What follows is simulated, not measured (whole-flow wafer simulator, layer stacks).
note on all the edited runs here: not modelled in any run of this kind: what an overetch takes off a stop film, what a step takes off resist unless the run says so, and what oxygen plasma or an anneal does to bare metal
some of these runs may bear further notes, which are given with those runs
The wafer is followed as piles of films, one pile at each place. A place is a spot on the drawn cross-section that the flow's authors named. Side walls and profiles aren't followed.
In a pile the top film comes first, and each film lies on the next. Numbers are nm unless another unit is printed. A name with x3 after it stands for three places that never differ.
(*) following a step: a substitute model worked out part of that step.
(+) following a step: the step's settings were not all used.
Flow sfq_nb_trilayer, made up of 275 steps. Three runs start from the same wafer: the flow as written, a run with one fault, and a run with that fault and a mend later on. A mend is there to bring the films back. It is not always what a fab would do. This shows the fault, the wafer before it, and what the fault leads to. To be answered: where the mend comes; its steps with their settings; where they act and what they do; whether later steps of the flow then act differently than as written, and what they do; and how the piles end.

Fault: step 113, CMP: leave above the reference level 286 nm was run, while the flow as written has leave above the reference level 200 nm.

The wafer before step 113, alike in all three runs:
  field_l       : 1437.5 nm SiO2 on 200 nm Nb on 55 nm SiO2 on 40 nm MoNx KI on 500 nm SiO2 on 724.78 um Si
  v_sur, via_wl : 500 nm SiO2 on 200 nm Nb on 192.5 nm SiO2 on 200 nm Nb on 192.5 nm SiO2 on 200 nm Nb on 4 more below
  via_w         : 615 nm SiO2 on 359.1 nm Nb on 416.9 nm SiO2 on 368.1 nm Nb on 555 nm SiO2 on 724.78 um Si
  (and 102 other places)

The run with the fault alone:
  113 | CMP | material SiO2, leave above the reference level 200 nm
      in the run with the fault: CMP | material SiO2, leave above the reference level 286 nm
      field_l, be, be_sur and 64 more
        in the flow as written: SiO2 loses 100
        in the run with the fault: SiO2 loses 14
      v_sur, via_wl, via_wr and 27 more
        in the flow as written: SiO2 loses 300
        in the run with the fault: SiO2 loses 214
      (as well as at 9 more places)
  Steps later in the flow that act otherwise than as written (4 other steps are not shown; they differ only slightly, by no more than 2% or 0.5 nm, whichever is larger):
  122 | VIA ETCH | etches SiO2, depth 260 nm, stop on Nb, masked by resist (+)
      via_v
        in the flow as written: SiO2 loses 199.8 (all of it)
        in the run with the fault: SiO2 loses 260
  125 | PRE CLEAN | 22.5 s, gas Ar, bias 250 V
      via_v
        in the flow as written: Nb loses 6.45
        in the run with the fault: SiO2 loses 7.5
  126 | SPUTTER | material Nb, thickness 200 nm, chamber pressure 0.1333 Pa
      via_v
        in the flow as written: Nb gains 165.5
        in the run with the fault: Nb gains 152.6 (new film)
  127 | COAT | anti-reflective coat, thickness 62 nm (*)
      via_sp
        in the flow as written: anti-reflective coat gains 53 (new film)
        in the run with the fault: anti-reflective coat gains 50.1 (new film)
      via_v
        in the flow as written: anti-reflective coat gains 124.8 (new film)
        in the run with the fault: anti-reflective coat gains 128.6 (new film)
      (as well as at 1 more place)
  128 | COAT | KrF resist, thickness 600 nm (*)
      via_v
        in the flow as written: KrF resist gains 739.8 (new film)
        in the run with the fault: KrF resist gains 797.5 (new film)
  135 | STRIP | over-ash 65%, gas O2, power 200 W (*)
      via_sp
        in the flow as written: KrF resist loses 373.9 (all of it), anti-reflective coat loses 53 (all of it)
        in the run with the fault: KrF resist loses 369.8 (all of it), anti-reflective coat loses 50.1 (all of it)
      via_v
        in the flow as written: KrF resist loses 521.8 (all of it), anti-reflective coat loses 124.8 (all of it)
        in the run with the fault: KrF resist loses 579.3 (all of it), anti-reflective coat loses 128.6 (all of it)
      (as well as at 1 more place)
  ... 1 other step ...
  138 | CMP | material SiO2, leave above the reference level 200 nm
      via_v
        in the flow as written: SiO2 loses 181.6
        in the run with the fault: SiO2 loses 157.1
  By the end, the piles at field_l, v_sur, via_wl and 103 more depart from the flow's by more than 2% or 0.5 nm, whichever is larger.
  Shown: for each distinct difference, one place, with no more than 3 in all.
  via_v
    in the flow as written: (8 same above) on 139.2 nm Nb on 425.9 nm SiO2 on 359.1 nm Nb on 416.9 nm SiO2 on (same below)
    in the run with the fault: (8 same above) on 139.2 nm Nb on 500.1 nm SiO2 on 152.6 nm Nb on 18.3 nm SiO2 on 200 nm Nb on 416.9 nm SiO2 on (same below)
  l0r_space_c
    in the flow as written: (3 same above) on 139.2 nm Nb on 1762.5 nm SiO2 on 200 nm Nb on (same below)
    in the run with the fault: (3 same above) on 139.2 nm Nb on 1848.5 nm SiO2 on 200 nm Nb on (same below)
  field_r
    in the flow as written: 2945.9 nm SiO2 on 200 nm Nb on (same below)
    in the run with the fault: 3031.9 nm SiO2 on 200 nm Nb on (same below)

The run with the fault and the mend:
  The mend follows step 120.
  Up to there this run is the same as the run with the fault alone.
  120a | STRIP | over-ash 65%, gas O2, power 200 W (*)
      field_l, v_sur, via_wl and 102 more
        KrF resist loses 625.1 (all of it), anti-reflective coat loses 62 (all of it)
      via_v
        anti-reflective coat loses 62 (all of it)
  120b | CMP | material SiO2, leave above the reference level 200 nm (a further turn of the flow's step 113)
      field_l, v_sur, via_wl and 103 more
        SiO2 loses 86
  120c | COAT | anti-reflective coat, thickness 62 nm (a further turn of the flow's step 115)
      field_l, v_sur, via_wl and 103 more
        anti-reflective coat gains 62 (new film)
  120d | COAT | KrF resist, thickness 650 nm (a further turn of the flow's step 116)
      field_l, v_sur, via_wl and 103 more
        KrF resist gains 650 (new film)
  120e | SOFTBAKE | KrF resist (a further turn of the flow's step 117)
      alters no film at any place that is followed
  120f | EXPOSE | photomask I3, dose 11.91 mJ/cm2, NA 0.6, wavelength 248 nm (*) (a further turn of the flow's step 118)
      alters no film at any place that is followed
  120g | PEB | KrF resist, 90 s (a further turn of the flow's step 119)
      field_l, v_sur, via_wl and 103 more
        KrF resist loses 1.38
  120h | DEVELOP | KrF resist, thickness 650 nm, 60 s (a further turn of the flow's step 120)
      field_l, v_sur, via_wl and 102 more
        KrF resist loses 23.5
      via_v
        KrF resist loses 648.6 (all of it)
  Later steps of the flow that are run all act as written at every place that is followed.
  By the end, the piles equal the flow's at every place that both follow.
